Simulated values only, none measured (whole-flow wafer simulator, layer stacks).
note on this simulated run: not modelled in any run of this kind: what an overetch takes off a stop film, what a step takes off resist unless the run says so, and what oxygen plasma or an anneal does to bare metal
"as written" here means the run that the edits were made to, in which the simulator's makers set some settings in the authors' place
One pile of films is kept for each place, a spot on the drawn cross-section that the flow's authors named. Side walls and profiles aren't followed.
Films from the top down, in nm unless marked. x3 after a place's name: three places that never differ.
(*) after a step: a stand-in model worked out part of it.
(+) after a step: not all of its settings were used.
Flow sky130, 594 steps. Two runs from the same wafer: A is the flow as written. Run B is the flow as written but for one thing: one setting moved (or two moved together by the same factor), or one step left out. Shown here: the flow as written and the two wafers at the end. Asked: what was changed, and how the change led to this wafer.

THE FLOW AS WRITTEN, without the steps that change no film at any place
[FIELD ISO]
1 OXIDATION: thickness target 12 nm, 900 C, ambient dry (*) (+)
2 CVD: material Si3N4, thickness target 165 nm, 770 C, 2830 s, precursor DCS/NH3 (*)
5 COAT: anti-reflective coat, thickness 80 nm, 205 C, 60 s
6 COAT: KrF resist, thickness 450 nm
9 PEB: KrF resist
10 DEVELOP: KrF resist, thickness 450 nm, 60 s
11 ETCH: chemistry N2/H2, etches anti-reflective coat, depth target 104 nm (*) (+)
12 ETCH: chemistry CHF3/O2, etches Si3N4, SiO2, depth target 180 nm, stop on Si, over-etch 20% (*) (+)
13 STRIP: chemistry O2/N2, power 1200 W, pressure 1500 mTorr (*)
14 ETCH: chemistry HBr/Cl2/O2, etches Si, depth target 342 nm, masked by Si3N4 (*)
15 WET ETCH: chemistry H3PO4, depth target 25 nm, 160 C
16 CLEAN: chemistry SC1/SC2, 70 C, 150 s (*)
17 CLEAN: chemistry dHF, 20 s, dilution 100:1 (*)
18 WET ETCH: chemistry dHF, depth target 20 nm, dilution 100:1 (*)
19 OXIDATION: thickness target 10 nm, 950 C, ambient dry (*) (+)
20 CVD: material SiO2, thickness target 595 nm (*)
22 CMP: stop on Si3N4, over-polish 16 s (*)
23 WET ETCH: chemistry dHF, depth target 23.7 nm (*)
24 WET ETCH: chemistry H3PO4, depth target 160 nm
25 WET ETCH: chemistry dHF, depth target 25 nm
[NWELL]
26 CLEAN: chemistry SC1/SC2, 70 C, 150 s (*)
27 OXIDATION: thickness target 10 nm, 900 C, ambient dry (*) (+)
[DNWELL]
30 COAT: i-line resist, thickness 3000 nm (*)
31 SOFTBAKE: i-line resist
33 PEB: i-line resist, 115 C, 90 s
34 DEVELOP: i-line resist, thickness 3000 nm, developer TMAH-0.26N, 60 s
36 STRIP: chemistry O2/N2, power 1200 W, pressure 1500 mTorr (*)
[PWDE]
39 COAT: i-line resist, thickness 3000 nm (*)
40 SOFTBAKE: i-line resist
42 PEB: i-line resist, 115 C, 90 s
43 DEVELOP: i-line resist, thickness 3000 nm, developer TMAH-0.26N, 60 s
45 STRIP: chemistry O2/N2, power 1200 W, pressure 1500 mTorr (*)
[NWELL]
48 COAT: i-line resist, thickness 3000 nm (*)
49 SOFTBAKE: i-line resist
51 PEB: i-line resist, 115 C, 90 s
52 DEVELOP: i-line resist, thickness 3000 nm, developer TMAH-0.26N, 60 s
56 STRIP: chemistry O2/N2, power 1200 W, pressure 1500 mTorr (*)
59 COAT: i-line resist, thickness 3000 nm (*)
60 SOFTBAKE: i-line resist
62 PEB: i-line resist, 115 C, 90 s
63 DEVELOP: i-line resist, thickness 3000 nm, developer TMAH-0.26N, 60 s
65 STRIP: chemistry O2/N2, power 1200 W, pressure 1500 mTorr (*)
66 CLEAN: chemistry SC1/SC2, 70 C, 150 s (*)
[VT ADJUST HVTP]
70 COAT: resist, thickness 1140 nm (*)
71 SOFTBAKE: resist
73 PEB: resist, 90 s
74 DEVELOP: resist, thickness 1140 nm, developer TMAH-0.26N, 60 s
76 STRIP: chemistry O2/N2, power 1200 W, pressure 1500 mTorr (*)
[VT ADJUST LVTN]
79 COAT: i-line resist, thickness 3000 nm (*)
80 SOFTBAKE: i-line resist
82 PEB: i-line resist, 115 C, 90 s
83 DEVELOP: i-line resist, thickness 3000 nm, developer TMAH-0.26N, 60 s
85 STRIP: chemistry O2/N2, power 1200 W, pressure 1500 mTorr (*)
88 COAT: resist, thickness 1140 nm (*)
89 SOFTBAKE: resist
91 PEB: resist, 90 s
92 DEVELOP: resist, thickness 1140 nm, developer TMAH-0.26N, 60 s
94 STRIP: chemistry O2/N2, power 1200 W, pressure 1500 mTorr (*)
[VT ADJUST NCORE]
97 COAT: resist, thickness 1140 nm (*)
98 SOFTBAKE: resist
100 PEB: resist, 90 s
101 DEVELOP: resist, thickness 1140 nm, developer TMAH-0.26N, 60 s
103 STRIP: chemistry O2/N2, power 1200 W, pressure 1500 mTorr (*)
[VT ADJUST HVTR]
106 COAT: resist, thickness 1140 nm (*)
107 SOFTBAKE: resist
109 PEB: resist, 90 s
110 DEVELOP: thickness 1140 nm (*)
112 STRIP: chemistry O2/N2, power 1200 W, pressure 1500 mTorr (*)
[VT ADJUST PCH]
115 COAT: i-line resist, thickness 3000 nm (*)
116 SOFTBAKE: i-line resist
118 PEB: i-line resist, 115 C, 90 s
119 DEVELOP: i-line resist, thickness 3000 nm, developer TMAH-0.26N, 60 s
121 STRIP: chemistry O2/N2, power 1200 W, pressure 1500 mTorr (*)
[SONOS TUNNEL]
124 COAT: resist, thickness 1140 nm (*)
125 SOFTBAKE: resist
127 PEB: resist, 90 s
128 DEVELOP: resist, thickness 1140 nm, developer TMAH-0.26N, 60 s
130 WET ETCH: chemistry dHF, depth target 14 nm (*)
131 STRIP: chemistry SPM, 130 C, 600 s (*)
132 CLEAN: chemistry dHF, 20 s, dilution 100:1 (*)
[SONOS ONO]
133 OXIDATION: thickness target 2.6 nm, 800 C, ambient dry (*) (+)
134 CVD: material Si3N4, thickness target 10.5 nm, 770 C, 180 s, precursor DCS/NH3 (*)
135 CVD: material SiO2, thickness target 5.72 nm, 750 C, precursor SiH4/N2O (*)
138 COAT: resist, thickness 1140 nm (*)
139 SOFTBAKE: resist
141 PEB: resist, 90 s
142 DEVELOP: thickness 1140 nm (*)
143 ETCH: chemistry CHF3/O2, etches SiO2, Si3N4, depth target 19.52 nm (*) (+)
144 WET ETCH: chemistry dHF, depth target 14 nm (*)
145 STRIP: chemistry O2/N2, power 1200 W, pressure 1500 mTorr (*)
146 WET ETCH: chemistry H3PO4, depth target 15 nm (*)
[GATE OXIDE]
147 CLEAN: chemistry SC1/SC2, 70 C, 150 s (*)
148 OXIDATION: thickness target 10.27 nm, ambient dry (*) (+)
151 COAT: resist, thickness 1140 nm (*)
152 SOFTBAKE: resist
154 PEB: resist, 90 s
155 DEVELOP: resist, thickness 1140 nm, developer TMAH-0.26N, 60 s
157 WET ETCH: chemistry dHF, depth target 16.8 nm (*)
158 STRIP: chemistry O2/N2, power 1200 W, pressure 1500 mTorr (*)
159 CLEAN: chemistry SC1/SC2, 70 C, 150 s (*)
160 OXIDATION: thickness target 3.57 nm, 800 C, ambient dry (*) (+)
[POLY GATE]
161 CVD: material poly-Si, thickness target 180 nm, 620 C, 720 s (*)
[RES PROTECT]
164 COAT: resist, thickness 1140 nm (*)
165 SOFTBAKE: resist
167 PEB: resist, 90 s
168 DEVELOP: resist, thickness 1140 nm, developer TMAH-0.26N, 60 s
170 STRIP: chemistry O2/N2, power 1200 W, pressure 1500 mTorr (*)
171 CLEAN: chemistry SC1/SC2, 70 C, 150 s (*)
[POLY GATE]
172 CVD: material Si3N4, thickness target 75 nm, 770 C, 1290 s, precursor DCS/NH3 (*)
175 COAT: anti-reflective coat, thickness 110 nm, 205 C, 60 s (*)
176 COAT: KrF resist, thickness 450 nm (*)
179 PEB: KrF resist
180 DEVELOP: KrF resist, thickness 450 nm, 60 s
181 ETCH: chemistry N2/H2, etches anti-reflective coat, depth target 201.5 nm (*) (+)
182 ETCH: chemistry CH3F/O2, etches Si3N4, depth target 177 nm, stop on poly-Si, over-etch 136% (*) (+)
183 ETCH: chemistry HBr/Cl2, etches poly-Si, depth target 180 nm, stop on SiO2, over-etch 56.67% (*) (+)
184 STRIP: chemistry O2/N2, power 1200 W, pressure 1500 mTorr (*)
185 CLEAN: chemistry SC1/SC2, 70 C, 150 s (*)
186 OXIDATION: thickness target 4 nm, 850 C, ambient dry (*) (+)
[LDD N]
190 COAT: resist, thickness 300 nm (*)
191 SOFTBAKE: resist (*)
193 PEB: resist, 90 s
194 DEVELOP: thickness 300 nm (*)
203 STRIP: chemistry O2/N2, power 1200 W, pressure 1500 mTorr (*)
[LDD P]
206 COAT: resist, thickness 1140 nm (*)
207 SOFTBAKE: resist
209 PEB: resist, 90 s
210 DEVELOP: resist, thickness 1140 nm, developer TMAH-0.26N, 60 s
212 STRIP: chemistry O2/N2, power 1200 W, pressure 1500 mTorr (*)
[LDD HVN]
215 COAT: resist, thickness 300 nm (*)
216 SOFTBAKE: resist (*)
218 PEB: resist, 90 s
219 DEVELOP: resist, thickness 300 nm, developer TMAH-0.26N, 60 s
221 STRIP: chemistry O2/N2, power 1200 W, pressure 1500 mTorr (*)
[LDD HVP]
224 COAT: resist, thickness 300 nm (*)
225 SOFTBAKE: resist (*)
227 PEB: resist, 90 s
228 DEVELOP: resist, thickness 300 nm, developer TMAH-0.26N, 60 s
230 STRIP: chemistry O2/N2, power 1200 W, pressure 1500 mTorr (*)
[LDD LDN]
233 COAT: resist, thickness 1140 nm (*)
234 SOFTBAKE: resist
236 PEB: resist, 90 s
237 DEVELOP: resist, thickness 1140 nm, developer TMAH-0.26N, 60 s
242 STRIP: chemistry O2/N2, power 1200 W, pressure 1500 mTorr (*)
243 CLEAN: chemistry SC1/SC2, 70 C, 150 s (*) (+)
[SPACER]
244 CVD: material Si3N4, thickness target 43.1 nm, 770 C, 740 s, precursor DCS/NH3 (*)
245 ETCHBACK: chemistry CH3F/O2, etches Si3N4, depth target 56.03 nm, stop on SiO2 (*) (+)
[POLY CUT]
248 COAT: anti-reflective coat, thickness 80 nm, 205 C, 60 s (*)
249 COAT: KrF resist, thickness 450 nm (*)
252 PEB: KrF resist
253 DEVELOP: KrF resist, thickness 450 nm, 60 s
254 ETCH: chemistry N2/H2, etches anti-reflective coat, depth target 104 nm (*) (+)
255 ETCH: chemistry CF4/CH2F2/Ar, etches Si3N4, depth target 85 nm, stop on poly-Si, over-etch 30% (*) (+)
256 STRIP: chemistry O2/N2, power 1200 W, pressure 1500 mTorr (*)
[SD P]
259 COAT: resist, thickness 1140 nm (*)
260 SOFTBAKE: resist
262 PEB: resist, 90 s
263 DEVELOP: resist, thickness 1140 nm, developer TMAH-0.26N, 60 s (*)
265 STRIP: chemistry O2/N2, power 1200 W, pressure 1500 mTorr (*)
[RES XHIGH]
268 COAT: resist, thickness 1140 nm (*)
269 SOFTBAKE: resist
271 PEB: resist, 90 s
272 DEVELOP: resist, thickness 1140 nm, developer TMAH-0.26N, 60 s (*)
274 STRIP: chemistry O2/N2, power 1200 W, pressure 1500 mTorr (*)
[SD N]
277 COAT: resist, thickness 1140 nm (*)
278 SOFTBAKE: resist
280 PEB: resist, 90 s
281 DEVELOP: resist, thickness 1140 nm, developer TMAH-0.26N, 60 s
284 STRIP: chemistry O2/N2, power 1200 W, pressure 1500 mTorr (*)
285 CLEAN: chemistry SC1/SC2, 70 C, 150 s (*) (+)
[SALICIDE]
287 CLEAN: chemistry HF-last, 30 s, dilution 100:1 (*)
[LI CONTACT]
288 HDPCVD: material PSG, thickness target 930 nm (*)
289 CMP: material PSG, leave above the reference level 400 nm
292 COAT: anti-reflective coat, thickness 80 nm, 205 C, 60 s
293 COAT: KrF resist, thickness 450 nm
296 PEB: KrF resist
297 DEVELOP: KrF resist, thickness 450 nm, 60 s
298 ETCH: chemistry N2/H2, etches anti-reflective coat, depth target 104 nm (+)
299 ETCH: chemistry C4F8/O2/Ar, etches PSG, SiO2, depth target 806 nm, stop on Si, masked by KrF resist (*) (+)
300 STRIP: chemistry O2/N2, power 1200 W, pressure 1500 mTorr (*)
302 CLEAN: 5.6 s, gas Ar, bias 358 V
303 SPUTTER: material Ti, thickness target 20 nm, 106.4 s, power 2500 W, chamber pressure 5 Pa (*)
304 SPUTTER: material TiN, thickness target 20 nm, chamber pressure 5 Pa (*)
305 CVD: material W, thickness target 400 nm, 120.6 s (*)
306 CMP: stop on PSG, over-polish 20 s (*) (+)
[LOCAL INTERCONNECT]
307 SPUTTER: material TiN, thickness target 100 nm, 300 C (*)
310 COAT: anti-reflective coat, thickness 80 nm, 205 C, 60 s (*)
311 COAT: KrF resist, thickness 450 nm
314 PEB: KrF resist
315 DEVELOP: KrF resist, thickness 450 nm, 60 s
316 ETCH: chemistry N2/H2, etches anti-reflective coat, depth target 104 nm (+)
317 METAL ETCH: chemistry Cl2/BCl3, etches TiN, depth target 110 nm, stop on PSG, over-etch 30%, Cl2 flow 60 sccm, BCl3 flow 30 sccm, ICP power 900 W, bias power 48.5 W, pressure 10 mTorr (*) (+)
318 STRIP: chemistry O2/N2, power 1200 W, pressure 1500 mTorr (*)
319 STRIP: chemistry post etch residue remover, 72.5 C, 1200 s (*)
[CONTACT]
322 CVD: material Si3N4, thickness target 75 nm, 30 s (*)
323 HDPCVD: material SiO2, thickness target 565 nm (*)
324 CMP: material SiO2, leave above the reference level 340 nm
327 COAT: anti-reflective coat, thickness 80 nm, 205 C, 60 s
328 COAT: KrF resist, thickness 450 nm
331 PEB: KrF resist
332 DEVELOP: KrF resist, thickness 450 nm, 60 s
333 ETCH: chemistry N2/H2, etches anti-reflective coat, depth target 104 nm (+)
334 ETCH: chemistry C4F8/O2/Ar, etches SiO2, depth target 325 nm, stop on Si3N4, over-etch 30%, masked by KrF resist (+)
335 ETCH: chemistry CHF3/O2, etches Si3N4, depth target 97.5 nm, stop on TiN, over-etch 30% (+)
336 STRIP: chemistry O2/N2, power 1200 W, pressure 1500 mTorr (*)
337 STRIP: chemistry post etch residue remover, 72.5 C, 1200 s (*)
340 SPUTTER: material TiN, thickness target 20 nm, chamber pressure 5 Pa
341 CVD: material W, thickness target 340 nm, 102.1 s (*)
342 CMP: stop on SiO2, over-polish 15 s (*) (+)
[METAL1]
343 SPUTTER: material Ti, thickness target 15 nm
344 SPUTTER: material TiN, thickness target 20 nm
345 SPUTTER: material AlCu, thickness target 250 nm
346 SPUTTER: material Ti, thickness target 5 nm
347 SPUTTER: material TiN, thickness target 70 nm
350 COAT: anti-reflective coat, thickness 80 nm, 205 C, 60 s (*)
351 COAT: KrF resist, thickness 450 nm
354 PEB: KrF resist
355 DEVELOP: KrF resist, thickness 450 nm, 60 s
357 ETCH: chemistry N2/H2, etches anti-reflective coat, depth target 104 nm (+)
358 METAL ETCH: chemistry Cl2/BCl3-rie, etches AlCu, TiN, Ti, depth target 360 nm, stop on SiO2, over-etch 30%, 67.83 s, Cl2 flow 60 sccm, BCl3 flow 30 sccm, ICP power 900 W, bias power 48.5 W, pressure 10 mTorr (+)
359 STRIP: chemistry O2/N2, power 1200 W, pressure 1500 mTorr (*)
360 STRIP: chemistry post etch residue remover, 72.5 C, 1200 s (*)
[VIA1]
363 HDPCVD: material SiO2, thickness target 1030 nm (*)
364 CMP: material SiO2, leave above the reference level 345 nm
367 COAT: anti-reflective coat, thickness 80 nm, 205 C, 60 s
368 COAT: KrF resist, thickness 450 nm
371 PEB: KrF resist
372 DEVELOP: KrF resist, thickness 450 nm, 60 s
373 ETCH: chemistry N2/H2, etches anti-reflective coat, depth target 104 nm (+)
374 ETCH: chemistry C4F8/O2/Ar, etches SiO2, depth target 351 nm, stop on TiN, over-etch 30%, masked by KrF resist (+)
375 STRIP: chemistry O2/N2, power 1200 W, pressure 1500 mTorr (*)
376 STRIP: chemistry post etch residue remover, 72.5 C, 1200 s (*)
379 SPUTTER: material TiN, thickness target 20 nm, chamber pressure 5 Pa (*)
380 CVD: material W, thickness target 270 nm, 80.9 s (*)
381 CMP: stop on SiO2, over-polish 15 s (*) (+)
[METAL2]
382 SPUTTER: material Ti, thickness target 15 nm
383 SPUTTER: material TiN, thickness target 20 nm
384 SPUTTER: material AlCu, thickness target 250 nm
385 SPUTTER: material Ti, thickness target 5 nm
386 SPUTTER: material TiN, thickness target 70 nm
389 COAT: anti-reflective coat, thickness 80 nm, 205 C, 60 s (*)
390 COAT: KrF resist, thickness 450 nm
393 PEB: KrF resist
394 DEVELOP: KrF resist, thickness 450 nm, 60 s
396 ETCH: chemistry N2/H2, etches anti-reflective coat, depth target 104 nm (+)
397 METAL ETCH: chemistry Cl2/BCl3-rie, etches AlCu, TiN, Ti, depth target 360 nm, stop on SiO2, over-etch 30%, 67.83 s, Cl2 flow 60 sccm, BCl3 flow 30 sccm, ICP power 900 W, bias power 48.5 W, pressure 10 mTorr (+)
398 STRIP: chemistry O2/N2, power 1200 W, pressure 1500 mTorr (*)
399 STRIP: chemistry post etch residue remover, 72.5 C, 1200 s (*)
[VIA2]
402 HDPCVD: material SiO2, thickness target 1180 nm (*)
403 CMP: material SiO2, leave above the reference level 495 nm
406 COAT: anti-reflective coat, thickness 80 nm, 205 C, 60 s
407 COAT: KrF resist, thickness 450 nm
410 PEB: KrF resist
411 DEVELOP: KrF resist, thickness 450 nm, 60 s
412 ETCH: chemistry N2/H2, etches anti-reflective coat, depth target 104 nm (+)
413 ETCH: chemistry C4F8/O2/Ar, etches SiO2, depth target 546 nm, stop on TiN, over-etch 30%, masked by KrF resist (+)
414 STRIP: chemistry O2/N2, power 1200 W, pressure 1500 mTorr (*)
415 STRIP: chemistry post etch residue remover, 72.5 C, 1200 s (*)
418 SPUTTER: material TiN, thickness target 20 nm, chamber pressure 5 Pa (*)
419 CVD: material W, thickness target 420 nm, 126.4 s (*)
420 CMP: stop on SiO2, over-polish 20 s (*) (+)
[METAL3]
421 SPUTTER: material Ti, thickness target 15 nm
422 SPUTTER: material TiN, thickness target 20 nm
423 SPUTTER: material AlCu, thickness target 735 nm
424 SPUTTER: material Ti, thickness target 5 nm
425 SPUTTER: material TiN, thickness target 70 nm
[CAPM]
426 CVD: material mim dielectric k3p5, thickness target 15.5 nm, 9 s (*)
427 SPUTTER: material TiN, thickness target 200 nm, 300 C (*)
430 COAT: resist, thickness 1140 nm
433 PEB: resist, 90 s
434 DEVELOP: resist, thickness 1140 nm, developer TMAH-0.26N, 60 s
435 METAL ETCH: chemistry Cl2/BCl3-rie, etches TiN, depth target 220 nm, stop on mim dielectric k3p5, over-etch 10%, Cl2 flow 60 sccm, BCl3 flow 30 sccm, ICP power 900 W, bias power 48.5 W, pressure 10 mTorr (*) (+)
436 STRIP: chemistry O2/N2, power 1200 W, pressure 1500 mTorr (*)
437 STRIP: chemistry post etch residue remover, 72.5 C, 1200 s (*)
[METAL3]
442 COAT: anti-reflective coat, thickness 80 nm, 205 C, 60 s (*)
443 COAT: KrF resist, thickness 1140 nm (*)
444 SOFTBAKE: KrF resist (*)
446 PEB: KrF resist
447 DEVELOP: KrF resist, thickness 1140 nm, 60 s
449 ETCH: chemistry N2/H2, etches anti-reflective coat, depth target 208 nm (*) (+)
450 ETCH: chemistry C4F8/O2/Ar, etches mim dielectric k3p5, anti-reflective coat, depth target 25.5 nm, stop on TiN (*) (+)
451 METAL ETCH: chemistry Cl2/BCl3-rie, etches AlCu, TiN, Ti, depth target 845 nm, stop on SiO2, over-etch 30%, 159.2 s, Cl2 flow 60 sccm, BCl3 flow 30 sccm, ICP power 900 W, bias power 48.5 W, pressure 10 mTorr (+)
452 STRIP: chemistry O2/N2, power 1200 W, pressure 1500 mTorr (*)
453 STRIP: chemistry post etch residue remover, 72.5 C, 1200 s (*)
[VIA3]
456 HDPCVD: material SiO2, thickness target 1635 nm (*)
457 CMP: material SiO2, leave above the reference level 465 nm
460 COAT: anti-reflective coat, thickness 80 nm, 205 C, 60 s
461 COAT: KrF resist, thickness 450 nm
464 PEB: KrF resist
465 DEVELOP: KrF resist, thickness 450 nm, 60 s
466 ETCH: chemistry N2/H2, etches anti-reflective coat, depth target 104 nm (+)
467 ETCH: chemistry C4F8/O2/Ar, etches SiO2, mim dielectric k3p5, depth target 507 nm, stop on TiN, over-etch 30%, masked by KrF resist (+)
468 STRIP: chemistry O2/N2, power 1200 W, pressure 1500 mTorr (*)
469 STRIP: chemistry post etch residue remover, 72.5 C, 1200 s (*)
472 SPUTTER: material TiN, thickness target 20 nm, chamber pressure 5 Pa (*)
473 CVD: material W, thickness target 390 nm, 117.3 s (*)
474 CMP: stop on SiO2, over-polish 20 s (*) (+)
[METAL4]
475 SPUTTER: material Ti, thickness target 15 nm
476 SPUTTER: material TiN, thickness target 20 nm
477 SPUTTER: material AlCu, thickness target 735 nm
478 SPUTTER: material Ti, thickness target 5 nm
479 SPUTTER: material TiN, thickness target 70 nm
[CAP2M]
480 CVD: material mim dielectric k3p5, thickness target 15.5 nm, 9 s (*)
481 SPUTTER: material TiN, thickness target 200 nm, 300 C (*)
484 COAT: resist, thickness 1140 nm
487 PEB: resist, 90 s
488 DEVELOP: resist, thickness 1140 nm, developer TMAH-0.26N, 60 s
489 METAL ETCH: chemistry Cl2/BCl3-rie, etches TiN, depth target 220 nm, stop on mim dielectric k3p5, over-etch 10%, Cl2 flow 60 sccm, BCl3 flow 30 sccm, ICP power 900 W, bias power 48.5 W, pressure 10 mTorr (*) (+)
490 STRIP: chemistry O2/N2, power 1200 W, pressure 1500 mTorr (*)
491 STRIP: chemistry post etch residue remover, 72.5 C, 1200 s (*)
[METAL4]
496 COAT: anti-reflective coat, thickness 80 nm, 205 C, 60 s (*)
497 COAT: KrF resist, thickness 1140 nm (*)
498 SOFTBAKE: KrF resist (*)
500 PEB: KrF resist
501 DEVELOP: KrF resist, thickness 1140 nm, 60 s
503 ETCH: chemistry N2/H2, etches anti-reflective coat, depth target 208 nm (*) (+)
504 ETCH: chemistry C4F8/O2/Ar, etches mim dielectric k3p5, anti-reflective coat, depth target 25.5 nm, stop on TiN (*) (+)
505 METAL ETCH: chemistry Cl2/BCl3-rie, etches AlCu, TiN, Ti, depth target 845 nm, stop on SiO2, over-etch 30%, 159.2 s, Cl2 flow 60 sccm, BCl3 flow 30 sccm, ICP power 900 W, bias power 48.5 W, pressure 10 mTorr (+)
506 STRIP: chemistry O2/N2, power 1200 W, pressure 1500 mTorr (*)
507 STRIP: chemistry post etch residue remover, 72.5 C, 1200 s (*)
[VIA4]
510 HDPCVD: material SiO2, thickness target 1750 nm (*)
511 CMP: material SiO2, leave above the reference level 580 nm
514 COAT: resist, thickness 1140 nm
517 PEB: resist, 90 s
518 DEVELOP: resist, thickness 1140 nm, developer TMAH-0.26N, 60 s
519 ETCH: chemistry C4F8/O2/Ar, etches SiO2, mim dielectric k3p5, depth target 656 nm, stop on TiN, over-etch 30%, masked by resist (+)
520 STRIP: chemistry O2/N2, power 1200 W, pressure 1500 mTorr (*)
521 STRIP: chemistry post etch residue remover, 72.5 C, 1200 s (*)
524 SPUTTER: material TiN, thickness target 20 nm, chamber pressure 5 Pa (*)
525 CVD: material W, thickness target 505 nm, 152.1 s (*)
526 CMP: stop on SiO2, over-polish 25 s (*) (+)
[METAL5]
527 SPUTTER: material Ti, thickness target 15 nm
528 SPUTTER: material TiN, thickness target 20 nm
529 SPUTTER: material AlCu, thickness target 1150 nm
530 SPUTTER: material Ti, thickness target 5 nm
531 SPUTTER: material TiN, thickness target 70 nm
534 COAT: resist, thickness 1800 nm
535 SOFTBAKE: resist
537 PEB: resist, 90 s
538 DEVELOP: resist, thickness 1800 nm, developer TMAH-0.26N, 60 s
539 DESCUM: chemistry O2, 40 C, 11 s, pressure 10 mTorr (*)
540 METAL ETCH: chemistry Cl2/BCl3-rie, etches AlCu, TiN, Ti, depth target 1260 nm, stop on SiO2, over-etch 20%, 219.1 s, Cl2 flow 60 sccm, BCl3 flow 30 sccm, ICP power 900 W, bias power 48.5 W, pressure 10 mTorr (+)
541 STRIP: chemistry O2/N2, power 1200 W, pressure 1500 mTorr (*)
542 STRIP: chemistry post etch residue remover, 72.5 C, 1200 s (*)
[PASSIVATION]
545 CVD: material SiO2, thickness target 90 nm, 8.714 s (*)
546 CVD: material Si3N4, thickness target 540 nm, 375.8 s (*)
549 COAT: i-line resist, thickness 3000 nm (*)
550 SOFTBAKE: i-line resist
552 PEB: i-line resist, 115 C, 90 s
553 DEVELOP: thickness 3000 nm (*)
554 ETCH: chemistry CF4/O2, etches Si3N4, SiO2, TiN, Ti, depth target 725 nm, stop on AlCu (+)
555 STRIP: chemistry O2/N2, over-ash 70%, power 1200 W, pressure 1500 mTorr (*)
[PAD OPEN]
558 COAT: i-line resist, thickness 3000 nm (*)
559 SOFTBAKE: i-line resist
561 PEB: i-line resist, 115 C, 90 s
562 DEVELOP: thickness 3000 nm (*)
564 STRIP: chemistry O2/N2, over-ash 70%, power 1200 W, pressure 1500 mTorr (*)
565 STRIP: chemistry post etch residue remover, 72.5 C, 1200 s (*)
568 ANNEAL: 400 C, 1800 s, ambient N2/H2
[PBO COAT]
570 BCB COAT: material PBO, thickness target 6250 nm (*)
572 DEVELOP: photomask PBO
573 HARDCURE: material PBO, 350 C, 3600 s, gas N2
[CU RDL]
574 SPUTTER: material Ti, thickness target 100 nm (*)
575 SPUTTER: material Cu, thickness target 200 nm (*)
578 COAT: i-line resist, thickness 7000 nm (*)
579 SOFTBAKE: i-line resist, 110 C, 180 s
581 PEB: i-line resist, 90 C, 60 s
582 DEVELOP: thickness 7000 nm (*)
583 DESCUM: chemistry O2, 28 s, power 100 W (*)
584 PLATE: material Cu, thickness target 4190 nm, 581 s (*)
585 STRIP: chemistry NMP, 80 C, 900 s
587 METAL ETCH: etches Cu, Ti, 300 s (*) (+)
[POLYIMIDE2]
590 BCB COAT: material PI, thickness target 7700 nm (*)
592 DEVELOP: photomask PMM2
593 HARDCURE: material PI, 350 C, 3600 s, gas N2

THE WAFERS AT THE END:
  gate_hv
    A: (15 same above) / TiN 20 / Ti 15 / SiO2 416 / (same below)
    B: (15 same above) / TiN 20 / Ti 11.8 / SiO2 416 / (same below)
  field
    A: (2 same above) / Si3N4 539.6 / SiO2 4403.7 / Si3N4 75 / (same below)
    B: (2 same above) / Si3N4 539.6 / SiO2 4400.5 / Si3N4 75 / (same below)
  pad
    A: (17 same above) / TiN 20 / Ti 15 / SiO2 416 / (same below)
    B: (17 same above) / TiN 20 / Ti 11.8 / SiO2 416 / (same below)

The cause: step 421, SPUTTER: thickness target 11.8 nm was run, where the flow has thickness target 15 nm.
It can be read off the wafer: gate_hv has Ti 11.8, and step 421 as written asks for 15 nm.

How the change led to this, step by step:
  421 SPUTTER: material Ti, thickness target 15 nm
      field, active, n_well and 188 more: A Ti +15 (new film) | B Ti +11.8 (new film)
  451 METAL ETCH: chemistry Cl2/BCl3-rie, etches AlCu, TiN, Ti, depth target 845 nm, stop on SiO2, over-etch 30%, 159.2 s, Cl2 flow 60 sccm, BCl3 flow 30 sccm, ICP power 900 W, bias power 48.5 W, pressure 10 mTorr (+)
      field, active, gate and 69 more: A TiN -70 (all of it), Ti -5 (all of it), AlCu -735 (all of it), TiN -20 (all of it), Ti -15 (all of it), SiO2 -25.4 | B TiN -70 (all of it), Ti -5 (all of it), AlCu -735 (all of it), TiN -20 (all of it), Ti -11.8 (all of it), SiO2 -25.7
      vpp_ln, vpp_iso2, ndiff_ln and 10 more: A TiN -70 (all of it), Ti -5 (all of it), AlCu -735 (all of it), TiN -20 (all of it), Ti -15 (all of it), SiO2 -25.3 | B TiN -70 (all of it), Ti -5 (all of it), AlCu -735 (all of it), TiN -20 (all of it), Ti -11.8 (all of it), SiO2 -25.7
